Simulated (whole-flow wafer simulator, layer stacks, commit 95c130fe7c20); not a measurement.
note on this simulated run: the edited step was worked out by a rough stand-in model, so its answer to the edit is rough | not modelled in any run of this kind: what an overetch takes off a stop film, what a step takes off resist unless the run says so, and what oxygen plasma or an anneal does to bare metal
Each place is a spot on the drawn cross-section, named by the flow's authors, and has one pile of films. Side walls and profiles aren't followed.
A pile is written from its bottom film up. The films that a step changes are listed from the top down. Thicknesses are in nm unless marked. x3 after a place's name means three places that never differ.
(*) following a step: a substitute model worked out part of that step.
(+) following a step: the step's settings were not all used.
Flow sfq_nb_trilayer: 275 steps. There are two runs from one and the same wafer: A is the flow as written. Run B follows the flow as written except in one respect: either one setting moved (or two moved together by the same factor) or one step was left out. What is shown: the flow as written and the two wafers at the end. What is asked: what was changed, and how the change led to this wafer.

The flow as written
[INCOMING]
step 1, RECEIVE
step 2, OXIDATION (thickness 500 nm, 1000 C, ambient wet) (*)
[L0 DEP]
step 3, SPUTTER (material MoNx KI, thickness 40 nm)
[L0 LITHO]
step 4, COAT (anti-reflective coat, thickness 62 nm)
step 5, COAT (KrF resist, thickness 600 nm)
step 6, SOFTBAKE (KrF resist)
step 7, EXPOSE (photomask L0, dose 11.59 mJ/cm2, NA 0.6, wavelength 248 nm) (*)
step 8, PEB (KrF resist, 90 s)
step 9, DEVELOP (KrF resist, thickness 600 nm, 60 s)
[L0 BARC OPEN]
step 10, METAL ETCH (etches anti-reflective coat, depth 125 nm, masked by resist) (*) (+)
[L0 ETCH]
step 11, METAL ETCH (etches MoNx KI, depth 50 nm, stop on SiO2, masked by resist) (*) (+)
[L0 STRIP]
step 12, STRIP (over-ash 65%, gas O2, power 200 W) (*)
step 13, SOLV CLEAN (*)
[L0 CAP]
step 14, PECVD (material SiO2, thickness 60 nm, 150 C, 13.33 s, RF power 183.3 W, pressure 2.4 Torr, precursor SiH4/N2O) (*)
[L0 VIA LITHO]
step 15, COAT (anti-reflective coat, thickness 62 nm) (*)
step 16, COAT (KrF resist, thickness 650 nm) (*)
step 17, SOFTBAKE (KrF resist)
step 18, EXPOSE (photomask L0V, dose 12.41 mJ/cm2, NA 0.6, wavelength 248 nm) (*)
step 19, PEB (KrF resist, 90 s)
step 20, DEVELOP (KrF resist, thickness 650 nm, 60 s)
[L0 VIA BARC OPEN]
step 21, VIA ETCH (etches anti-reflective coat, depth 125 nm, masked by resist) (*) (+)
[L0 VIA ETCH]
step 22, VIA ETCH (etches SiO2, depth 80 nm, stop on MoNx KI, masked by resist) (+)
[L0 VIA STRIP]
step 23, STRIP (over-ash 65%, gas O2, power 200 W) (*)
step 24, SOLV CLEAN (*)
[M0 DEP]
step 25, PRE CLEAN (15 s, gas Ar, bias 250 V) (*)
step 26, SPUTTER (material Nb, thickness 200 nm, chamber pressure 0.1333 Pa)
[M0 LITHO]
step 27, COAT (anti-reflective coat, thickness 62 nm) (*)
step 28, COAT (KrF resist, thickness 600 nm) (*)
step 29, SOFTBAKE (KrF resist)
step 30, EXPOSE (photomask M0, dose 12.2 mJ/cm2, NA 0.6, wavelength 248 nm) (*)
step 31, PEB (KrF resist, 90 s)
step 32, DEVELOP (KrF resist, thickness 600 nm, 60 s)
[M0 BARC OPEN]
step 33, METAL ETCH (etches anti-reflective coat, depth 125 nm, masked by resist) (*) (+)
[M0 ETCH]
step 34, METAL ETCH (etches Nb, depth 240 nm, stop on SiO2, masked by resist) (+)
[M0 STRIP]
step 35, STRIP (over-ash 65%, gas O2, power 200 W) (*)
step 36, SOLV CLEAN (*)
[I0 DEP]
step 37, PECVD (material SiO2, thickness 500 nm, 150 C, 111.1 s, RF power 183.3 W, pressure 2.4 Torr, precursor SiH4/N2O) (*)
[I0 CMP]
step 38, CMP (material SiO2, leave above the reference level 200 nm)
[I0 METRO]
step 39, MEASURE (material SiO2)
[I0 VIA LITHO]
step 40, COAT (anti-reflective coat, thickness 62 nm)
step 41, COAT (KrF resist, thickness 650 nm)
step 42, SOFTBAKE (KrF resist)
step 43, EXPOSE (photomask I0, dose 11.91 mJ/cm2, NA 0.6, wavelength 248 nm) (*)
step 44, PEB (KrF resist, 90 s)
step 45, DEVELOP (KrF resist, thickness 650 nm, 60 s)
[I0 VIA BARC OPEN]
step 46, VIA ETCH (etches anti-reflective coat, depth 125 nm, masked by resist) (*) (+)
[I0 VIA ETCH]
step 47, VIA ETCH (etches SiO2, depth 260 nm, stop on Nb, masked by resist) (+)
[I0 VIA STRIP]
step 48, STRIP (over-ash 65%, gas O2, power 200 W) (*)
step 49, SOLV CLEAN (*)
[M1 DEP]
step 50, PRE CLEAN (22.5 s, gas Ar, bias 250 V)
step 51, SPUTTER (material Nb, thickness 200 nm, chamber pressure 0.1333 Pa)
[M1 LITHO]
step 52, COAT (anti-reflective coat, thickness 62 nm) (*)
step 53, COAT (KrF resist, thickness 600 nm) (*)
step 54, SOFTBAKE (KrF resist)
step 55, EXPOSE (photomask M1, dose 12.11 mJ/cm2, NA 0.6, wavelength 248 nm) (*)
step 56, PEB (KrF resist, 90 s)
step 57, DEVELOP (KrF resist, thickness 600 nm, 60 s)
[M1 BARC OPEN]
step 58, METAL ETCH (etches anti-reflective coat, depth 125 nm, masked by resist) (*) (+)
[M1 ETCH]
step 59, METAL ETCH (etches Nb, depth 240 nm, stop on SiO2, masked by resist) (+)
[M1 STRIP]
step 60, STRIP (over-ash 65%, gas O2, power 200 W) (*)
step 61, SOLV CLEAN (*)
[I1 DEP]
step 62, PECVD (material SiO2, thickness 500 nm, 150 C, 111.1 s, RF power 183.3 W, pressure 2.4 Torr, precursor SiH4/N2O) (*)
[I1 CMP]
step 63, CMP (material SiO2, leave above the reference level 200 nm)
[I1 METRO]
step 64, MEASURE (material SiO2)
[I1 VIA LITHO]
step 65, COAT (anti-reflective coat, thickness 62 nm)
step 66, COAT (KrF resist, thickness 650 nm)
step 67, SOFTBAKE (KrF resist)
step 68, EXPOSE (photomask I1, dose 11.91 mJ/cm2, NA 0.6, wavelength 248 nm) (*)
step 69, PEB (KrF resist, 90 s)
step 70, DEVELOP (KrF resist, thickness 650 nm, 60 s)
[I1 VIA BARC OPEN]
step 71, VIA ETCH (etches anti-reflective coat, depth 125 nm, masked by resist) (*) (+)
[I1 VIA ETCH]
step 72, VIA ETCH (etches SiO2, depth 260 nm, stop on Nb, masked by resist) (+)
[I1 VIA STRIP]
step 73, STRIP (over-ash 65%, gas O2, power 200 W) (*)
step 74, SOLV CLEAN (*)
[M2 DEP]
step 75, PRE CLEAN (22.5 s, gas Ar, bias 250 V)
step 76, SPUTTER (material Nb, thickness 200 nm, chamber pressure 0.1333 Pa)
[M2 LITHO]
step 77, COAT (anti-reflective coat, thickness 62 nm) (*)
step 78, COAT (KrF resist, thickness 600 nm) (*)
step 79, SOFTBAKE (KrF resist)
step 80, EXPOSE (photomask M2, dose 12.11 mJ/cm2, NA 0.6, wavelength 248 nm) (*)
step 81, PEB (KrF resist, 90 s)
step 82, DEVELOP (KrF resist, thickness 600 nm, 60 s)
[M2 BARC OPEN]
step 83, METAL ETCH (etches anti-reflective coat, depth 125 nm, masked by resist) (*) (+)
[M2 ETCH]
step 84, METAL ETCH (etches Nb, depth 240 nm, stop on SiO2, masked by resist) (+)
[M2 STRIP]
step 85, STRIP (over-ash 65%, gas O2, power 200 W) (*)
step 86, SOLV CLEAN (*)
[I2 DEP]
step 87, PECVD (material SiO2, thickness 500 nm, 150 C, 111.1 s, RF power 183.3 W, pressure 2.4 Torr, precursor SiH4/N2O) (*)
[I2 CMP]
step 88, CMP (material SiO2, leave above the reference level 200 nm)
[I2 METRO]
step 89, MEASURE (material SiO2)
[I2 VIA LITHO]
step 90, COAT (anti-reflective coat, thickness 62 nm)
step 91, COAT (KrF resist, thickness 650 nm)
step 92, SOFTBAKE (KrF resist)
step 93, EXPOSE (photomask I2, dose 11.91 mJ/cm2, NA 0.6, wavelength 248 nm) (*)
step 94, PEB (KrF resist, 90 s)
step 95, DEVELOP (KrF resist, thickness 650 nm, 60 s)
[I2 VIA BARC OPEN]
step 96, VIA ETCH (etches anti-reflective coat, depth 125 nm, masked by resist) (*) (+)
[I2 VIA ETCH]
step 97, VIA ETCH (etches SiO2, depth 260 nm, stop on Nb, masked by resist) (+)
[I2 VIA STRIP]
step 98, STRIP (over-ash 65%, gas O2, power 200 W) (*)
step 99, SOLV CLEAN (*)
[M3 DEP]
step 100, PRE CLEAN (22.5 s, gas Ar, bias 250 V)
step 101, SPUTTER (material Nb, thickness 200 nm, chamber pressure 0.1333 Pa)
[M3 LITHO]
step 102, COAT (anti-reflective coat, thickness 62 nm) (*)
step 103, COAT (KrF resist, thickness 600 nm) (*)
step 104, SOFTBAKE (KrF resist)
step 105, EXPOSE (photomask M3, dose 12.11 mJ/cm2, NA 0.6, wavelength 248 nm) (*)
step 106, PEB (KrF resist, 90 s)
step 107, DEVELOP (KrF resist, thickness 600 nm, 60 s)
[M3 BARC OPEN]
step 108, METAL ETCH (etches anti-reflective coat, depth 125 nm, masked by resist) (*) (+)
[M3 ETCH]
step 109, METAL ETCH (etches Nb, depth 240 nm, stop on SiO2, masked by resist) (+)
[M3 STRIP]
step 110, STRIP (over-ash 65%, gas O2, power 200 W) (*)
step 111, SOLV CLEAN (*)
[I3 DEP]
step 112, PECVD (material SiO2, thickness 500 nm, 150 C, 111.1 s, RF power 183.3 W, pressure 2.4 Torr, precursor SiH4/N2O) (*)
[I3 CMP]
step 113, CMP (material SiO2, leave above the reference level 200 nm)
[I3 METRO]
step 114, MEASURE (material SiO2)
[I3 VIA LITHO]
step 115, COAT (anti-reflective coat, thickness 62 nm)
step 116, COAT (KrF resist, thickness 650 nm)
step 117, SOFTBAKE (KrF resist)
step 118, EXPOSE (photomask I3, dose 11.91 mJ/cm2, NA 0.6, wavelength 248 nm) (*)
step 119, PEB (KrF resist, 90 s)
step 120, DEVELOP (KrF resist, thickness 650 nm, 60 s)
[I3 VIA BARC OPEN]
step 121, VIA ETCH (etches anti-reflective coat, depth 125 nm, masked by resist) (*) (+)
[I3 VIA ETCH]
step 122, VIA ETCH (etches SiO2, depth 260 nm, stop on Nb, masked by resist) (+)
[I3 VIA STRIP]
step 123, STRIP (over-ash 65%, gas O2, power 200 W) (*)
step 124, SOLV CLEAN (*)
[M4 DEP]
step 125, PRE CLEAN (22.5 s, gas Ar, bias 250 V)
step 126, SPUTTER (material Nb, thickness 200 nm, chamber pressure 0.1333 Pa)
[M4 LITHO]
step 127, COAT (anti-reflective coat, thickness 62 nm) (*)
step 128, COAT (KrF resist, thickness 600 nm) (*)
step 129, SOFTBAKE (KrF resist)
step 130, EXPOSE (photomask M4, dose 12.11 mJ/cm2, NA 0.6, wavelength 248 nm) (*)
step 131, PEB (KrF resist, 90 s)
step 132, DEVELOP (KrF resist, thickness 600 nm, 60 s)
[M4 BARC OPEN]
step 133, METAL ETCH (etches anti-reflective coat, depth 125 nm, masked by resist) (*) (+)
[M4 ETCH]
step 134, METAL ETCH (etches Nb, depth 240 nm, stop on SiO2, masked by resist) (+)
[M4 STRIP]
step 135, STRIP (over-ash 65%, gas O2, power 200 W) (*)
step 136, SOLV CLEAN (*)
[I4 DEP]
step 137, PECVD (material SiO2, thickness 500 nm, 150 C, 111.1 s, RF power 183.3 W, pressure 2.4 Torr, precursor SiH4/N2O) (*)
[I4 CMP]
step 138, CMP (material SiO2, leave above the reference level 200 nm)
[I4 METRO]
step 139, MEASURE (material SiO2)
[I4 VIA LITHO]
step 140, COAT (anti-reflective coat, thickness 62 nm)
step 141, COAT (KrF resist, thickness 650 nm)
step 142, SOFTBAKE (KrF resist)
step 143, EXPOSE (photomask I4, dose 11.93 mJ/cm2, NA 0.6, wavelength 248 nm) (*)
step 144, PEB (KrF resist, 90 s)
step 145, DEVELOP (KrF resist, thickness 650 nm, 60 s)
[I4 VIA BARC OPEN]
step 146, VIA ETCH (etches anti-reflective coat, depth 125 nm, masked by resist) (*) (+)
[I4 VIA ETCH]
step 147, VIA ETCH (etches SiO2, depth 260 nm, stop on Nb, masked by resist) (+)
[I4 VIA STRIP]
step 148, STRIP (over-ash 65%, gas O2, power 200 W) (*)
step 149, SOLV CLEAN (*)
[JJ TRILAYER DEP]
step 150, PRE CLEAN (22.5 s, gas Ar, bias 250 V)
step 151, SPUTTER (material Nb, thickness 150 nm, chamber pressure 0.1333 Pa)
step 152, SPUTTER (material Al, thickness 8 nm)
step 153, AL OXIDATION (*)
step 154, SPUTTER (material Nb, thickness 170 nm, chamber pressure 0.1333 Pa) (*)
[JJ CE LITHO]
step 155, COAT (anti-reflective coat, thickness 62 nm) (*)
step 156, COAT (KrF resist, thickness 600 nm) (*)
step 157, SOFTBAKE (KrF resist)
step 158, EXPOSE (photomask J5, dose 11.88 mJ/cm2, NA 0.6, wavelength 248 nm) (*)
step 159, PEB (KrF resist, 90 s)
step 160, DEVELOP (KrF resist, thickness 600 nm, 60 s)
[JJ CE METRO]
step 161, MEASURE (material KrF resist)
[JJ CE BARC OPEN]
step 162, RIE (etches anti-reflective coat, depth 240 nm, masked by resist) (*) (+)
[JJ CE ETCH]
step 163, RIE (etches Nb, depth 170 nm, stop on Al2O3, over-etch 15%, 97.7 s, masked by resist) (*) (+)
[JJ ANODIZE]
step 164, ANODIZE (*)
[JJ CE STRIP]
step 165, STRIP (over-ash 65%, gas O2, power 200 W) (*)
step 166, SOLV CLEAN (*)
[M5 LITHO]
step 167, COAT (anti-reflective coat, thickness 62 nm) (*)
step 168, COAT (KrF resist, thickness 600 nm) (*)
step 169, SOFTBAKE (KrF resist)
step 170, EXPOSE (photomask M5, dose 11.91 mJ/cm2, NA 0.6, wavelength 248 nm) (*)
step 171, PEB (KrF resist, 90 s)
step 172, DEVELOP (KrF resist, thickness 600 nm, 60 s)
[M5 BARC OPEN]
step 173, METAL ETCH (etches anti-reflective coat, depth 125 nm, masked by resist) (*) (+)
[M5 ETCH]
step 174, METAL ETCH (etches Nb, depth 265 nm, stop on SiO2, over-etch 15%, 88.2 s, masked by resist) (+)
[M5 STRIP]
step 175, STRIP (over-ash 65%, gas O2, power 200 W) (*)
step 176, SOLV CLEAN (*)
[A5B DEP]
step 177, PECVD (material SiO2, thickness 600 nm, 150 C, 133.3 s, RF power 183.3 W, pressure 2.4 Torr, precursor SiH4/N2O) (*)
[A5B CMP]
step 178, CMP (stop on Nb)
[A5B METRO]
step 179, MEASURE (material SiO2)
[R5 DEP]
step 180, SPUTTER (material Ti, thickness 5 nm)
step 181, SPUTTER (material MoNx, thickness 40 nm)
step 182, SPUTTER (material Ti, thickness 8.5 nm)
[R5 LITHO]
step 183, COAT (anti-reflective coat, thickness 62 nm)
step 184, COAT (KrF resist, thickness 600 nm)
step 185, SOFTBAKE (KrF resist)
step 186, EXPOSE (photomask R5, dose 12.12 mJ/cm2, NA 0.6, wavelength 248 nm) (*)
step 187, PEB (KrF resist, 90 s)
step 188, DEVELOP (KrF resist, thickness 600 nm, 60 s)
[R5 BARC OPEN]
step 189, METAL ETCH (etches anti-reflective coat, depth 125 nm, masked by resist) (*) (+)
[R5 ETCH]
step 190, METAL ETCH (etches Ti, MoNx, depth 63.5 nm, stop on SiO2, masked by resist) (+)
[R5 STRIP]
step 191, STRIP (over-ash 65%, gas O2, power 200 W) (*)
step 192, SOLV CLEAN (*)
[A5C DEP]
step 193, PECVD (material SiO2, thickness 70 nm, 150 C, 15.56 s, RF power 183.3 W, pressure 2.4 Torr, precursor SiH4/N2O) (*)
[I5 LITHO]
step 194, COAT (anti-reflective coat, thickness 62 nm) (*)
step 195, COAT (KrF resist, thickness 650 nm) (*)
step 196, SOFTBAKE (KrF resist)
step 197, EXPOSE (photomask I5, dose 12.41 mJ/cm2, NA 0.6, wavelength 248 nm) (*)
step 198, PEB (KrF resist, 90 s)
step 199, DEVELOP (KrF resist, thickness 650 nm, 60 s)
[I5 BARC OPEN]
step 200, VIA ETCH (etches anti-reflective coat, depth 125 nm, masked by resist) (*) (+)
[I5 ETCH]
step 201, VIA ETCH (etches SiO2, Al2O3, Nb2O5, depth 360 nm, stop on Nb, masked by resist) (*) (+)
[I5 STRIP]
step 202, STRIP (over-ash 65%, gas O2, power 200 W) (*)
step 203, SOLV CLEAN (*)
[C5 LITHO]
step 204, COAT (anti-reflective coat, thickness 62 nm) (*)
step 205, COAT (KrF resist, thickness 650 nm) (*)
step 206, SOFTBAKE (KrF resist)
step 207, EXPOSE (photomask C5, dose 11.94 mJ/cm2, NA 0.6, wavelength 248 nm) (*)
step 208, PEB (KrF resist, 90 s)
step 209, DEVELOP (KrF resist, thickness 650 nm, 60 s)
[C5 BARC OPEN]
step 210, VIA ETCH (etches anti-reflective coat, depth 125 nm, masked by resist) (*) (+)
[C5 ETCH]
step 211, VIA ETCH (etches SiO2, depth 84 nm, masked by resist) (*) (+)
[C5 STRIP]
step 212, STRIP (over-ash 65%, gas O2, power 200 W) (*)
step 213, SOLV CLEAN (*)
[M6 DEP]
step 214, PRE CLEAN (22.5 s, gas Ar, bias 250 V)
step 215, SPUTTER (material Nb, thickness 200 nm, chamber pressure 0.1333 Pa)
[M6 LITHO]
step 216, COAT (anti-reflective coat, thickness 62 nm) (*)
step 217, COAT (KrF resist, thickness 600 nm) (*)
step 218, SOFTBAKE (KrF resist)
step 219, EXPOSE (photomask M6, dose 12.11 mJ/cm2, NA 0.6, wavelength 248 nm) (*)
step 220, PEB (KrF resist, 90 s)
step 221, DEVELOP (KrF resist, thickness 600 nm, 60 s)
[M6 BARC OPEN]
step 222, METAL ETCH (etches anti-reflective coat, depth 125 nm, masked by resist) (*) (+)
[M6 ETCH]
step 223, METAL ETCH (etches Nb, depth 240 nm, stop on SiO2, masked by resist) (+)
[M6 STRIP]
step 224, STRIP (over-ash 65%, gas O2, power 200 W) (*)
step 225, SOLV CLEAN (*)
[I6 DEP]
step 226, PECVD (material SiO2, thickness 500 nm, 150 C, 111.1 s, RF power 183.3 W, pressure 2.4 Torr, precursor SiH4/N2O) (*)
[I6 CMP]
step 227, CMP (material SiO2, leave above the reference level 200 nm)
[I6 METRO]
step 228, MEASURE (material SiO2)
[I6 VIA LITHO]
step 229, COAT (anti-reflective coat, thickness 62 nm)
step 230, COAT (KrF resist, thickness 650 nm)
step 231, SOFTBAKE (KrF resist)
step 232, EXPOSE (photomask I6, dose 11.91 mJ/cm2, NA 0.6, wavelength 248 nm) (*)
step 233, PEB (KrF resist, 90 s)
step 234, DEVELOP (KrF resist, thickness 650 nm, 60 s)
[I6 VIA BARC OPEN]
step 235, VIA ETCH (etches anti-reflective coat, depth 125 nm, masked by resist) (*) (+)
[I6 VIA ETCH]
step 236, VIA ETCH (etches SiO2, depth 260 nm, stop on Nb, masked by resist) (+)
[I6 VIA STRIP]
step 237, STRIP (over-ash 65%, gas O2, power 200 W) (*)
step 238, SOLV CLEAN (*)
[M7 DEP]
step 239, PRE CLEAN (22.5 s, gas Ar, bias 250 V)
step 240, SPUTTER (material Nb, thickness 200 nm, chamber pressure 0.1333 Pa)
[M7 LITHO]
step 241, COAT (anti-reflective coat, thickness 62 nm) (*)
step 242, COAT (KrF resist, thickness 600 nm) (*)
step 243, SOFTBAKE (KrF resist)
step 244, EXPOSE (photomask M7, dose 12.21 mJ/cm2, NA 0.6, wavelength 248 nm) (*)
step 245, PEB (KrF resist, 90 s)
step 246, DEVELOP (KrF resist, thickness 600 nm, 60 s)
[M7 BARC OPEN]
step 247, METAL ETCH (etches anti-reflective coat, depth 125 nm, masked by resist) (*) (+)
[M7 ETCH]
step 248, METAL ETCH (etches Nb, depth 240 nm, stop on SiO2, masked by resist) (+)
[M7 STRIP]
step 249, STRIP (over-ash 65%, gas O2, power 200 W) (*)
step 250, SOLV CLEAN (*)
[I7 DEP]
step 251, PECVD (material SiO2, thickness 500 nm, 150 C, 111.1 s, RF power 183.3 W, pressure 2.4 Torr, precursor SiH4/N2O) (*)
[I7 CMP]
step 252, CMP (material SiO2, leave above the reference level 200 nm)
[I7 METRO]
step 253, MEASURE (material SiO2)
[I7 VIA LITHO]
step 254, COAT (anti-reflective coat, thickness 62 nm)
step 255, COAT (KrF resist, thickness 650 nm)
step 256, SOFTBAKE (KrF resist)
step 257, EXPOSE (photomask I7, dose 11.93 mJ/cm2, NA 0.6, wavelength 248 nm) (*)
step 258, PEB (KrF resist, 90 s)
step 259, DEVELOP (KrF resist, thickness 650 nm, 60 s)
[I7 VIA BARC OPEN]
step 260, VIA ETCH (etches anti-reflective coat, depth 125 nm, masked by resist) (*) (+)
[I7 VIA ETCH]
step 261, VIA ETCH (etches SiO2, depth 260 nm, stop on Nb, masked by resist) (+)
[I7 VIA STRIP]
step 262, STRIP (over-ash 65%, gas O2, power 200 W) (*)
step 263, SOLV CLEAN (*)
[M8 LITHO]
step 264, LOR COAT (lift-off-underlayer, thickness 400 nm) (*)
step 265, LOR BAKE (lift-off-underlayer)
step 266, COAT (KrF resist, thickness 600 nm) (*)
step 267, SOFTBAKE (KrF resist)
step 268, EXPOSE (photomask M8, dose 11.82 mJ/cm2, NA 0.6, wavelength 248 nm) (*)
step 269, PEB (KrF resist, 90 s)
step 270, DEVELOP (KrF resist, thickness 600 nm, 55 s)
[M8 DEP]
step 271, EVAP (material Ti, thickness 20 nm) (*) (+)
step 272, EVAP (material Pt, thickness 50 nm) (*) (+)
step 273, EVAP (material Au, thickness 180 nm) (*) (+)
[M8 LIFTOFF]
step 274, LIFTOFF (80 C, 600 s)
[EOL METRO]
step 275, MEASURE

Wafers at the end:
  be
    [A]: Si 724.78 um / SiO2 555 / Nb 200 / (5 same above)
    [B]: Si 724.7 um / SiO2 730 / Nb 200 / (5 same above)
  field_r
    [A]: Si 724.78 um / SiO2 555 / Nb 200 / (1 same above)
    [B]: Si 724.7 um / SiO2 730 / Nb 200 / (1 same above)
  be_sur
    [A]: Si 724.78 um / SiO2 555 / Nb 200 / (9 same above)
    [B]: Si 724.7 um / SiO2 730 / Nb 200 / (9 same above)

What caused this: step 2, OXIDATION: thickness 675 nm was run, while the flow as written has thickness 500 nm.

The path from the change to this, step by step:
  step 2, OXIDATION (thickness 500 nm, 1000 C, ambient wet) (*)
      field_l, v_sur, via_wl and 103 more: A SiO2 gains 500 (new film), chemical SiO2 loses 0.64 (all of it), Si loses 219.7 | B SiO2 gains 675 (new film), chemical SiO2 loses 0.64 (all of it), Si loses 296.7
